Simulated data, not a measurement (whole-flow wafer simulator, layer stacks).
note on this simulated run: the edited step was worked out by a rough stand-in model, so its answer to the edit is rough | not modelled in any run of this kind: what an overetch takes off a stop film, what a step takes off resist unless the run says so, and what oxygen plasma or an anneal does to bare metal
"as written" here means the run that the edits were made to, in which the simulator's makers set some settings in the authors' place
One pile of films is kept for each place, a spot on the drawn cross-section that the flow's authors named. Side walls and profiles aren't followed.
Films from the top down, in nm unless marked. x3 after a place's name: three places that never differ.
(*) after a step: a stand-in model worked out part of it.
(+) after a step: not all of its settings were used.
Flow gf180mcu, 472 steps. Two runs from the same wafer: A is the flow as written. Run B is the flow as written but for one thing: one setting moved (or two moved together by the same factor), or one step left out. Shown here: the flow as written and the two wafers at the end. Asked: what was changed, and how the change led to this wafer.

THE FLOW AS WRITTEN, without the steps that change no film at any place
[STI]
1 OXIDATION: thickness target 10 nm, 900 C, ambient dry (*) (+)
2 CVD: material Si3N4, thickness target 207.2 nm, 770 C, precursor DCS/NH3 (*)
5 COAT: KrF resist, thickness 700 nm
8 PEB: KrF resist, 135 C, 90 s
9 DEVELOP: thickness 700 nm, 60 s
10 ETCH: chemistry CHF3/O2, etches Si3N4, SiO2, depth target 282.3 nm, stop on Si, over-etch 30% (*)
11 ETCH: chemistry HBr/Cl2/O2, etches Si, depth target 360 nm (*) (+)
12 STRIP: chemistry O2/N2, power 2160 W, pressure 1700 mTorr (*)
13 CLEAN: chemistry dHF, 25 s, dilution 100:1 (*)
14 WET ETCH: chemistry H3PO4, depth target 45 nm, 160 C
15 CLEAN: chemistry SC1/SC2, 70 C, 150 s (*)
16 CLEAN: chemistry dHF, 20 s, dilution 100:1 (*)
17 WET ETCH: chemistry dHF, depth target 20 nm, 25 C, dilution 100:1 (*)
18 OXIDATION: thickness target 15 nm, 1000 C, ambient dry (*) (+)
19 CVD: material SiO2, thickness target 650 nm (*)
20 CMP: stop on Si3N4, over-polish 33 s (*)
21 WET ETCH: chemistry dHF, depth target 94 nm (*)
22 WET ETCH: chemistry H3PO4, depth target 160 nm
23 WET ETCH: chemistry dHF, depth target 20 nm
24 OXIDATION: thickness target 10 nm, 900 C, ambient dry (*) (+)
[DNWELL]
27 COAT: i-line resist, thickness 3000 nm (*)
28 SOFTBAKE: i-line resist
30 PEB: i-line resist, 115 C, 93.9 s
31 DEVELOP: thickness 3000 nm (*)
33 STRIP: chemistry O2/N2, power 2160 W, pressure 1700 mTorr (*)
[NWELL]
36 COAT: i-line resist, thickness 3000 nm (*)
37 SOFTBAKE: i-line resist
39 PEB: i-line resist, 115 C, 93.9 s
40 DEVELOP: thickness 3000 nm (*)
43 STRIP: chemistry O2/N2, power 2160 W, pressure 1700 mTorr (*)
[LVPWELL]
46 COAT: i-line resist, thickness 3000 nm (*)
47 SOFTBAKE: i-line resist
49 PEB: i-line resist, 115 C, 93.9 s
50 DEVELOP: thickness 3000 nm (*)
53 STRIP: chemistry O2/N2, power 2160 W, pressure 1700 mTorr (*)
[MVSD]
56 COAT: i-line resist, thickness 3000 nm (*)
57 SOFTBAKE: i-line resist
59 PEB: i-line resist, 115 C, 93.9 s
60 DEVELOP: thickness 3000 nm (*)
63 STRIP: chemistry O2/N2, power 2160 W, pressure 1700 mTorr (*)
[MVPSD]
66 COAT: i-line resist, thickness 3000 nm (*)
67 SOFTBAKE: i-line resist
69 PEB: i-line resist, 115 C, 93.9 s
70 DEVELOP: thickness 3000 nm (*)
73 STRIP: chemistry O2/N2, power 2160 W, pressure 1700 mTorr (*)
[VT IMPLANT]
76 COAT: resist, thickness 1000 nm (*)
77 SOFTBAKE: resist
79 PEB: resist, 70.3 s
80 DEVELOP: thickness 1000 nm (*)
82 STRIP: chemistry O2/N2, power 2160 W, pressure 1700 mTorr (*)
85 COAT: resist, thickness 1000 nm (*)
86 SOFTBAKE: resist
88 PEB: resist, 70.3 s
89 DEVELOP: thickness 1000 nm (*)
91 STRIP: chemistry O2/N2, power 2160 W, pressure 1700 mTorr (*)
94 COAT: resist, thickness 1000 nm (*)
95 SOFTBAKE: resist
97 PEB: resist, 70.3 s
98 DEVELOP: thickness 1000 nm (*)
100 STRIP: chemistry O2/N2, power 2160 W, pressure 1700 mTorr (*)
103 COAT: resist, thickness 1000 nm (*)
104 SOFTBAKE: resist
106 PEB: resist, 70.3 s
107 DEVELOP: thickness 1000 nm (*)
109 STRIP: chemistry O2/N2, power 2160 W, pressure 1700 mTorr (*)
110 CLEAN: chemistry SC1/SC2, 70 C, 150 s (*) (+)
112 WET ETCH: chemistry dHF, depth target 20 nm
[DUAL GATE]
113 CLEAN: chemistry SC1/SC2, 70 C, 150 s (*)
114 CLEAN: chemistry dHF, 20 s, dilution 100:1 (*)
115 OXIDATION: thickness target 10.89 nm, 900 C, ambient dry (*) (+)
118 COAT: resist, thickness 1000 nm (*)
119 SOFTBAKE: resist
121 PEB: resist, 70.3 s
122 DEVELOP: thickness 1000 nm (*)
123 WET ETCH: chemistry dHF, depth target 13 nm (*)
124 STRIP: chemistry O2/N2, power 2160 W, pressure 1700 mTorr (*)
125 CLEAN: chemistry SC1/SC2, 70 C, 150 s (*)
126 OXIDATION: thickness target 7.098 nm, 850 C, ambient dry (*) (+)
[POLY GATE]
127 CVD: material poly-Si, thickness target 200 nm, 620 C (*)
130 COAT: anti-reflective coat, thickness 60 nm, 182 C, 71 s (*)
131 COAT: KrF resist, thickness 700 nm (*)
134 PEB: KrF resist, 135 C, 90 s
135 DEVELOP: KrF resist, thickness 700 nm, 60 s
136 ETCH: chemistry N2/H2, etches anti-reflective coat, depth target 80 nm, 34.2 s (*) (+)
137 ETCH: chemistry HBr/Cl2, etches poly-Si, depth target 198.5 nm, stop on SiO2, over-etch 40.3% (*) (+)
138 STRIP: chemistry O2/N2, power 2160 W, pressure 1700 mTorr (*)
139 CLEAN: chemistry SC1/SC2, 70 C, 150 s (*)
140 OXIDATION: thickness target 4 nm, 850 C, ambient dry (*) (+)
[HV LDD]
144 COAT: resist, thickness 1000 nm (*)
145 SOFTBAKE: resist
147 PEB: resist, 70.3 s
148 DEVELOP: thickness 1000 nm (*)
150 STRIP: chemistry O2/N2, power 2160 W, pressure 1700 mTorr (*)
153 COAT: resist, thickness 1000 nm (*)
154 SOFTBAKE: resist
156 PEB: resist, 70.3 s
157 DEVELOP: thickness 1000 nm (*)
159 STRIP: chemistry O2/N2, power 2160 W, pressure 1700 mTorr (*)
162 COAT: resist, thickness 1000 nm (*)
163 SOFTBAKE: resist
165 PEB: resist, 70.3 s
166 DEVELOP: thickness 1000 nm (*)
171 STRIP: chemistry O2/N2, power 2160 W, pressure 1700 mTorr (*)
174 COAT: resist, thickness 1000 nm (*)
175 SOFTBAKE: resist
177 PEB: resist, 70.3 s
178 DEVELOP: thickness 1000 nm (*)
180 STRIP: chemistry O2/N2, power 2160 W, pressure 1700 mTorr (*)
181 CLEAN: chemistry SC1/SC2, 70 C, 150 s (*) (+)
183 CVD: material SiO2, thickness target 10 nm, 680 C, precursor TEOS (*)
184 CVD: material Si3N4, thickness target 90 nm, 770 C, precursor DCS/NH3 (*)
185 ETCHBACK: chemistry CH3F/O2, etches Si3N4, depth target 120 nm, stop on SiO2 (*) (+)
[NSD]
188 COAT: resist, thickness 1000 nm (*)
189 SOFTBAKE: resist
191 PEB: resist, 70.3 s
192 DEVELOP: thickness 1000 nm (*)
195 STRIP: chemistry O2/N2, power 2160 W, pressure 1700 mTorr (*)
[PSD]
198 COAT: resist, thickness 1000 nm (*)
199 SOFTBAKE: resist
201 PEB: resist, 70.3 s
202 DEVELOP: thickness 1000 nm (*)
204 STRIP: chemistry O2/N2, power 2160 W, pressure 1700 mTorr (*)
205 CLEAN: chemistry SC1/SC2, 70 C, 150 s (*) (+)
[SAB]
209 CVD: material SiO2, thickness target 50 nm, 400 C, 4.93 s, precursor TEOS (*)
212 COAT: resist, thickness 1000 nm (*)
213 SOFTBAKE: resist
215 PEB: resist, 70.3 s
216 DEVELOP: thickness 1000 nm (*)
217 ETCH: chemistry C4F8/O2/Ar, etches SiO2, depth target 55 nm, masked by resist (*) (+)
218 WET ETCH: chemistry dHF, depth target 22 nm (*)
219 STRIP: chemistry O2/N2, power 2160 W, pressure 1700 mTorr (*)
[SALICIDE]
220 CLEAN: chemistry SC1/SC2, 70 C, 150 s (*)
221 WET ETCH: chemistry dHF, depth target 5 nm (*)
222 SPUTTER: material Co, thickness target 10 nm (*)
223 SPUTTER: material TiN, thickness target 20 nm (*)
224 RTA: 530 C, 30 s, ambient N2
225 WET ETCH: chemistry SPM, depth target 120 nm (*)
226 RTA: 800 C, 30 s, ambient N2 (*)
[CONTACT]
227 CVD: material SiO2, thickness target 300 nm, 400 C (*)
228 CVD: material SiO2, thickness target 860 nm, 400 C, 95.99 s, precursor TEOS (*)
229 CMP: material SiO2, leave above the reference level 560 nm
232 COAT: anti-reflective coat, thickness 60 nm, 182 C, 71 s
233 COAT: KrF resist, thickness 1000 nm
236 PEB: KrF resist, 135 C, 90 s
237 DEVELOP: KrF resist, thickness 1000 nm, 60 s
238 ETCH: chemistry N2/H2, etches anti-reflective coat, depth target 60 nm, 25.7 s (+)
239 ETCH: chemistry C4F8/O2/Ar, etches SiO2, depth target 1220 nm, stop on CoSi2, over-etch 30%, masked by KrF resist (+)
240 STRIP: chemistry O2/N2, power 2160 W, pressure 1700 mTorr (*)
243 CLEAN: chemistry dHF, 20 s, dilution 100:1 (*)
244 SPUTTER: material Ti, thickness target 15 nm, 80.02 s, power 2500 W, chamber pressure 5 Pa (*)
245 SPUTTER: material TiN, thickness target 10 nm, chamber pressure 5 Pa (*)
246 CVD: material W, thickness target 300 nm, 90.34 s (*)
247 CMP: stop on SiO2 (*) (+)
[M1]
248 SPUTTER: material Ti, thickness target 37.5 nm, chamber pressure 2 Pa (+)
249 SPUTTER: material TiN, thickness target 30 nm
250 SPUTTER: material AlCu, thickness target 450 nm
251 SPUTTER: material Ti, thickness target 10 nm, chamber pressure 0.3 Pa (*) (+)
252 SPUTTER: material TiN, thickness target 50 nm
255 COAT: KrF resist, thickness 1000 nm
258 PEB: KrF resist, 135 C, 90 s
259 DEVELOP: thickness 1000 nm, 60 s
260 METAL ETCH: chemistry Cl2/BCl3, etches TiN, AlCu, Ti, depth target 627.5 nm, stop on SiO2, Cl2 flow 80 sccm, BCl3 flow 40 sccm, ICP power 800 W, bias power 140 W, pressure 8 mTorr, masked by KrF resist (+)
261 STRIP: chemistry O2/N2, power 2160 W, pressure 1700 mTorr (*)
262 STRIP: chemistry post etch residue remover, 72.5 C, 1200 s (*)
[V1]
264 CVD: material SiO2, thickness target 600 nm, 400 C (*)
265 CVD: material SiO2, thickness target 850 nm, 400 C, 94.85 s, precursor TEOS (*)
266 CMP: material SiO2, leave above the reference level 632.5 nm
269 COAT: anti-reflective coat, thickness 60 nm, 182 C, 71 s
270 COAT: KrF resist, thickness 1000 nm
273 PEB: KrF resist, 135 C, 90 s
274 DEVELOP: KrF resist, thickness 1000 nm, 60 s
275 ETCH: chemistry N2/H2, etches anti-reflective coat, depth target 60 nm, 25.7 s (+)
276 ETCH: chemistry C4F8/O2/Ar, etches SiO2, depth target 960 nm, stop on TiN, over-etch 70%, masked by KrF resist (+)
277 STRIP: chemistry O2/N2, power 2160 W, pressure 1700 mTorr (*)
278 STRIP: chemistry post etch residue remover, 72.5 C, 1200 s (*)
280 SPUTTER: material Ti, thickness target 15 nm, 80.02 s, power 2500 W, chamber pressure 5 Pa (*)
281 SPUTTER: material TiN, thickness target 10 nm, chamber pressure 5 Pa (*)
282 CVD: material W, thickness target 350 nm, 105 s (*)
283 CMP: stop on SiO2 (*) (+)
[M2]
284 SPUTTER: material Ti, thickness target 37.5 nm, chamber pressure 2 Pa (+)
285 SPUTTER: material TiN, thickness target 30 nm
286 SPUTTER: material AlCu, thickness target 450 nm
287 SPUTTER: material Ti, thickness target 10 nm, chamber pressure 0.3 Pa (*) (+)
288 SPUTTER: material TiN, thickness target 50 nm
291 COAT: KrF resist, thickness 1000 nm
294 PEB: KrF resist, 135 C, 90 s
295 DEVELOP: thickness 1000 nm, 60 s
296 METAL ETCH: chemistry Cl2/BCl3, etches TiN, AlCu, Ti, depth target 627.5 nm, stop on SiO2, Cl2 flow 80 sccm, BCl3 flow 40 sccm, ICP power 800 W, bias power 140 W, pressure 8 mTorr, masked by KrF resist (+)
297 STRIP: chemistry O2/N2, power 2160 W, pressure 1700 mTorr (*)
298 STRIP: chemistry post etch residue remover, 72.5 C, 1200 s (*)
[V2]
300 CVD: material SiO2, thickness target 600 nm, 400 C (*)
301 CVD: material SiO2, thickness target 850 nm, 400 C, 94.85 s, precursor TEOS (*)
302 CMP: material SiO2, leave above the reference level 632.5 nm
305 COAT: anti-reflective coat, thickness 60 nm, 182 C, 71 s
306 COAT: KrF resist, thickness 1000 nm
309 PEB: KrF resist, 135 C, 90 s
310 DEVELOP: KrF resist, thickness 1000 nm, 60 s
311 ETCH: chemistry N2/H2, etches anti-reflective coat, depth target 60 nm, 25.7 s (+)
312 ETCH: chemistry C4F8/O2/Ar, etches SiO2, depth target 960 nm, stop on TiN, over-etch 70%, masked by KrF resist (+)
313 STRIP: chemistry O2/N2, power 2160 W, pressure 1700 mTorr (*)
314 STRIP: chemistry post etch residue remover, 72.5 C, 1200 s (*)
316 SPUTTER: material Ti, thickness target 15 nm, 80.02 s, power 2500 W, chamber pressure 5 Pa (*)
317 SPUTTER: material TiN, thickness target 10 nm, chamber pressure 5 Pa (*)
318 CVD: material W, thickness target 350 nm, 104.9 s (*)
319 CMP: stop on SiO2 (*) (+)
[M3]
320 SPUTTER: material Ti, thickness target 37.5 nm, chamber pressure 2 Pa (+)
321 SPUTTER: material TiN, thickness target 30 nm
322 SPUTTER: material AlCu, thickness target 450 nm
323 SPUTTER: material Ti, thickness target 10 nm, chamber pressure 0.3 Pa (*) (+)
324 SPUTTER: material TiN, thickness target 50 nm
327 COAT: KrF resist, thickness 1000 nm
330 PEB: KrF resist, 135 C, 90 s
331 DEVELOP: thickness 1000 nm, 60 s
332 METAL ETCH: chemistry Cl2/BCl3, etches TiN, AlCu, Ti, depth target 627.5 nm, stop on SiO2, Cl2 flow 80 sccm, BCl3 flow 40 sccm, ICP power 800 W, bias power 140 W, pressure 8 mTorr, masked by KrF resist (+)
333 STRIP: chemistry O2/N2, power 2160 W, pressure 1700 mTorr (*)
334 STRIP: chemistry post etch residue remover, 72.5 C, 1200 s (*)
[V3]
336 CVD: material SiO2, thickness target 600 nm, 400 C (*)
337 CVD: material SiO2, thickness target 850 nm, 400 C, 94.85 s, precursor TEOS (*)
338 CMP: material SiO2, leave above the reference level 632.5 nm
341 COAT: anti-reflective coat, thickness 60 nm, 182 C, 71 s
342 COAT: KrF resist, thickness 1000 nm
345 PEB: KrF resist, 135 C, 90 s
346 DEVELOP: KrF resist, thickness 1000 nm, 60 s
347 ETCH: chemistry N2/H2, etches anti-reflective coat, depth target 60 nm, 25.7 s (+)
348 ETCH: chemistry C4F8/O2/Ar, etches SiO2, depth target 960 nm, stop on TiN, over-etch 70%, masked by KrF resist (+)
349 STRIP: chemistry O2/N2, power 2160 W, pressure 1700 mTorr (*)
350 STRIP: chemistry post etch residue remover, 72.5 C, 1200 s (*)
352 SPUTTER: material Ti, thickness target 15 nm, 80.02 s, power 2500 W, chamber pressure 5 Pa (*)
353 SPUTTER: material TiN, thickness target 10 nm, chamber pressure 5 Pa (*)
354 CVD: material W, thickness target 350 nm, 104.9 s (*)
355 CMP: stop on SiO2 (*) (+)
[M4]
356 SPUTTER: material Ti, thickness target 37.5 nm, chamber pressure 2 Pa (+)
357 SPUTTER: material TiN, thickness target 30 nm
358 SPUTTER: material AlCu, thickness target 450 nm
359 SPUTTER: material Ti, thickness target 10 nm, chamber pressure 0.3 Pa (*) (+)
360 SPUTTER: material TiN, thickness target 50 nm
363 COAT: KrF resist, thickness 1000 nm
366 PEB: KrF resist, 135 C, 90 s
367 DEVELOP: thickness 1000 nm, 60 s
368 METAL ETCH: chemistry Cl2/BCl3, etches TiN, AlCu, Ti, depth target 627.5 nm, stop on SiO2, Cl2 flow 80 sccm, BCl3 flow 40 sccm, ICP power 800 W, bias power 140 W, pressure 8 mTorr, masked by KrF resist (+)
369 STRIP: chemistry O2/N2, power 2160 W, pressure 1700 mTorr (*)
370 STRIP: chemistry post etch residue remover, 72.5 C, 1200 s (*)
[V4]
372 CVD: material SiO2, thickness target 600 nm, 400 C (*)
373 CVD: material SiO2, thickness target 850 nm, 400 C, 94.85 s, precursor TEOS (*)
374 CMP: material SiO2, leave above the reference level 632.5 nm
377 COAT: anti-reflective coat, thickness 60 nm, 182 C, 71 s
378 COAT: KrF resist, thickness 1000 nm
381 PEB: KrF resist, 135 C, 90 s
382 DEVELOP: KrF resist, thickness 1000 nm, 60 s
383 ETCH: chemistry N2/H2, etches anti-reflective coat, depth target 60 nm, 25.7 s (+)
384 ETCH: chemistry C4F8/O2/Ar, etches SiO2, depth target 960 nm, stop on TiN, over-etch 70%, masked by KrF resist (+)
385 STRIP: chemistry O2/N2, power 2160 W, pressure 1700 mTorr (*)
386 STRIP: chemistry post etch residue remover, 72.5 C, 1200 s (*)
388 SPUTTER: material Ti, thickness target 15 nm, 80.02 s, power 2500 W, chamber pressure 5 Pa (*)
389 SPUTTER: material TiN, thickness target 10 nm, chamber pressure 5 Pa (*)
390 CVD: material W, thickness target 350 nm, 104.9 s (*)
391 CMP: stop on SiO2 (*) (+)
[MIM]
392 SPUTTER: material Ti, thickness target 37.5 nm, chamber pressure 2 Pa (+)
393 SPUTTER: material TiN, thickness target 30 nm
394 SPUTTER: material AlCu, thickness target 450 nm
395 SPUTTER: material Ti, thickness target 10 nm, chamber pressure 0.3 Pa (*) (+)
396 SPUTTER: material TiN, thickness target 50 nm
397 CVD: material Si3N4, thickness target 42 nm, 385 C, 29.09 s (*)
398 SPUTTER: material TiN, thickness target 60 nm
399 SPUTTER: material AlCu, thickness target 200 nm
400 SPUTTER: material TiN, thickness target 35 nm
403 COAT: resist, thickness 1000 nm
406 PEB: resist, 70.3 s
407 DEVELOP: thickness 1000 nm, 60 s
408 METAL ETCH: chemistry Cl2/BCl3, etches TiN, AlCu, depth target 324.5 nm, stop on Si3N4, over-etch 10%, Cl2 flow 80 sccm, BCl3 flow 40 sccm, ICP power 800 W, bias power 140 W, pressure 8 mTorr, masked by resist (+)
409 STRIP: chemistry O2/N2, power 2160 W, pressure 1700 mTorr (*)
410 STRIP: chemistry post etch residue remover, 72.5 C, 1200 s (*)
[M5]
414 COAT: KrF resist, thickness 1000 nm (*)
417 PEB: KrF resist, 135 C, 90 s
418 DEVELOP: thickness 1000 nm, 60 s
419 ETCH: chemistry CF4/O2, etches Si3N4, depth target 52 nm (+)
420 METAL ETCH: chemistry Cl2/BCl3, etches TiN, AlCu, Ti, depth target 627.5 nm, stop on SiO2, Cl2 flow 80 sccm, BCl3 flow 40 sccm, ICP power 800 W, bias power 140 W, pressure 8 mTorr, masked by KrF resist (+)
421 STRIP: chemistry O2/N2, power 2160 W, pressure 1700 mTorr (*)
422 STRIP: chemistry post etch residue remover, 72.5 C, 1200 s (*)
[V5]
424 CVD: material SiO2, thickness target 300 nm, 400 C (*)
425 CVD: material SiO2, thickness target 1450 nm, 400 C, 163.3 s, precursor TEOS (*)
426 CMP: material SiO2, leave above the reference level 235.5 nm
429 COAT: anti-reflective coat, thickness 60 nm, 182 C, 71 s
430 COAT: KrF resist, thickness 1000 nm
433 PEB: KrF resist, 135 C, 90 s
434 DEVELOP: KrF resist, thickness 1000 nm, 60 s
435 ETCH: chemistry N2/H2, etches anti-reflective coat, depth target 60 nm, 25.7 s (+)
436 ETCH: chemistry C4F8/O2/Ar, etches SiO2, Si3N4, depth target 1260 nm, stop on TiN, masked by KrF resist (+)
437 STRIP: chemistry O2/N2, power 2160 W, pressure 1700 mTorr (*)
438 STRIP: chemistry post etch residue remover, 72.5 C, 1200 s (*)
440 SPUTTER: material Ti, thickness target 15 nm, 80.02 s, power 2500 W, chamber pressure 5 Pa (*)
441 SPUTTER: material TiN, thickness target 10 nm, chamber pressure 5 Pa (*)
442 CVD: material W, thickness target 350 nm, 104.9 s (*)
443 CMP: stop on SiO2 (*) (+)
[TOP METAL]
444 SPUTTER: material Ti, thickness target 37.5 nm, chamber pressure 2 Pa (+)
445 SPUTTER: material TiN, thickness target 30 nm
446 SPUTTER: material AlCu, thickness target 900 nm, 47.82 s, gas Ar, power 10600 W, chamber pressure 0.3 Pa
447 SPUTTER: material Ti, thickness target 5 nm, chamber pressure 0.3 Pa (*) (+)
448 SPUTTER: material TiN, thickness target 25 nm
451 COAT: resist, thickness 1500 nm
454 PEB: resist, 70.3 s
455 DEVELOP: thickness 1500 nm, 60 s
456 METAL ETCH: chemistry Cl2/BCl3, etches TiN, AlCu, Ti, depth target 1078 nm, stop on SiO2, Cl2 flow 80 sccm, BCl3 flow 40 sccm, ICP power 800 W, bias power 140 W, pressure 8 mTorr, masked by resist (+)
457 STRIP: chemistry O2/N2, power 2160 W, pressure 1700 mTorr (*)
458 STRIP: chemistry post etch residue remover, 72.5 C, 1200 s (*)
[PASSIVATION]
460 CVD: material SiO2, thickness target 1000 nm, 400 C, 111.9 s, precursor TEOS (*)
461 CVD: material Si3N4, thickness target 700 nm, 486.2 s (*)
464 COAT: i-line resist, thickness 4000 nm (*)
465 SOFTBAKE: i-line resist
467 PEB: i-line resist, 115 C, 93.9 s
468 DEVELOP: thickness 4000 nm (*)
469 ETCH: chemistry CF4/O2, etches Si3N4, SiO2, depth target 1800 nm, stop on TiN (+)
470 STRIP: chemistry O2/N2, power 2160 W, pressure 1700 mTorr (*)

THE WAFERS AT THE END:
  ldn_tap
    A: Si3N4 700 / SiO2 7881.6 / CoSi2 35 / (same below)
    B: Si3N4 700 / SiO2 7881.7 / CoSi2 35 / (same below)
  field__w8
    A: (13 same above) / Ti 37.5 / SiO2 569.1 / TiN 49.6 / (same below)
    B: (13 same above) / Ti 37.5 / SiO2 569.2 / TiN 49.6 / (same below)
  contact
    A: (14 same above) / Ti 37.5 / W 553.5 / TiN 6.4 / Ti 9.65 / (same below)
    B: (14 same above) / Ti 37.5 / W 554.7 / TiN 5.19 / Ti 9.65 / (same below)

The cause: step 389, SPUTTER: thickness target 8.1 nm was run, where the flow has thickness target 10 nm.

How the change led to this, step by step:
  389 SPUTTER: material TiN, thickness target 10 nm, chamber pressure 5 Pa (*)
      field, field__w1, field__w2 and 107 more: A TiN +10 (new film) | B TiN +8.1 (new film)
      contact: A TiN +6.4 (new film) | B TiN +5.19 (new film)
  391 CMP: stop on SiO2 (*) (+)
      field, field__w1, field__w2 and 107 more: A W -350 (all of it), TiN -10 (all of it), Ti -15 (all of it), SiO2 -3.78 | B W -350 (all of it), TiN -8.1 (all of it), Ti -15 (all of it), SiO2 -3.76
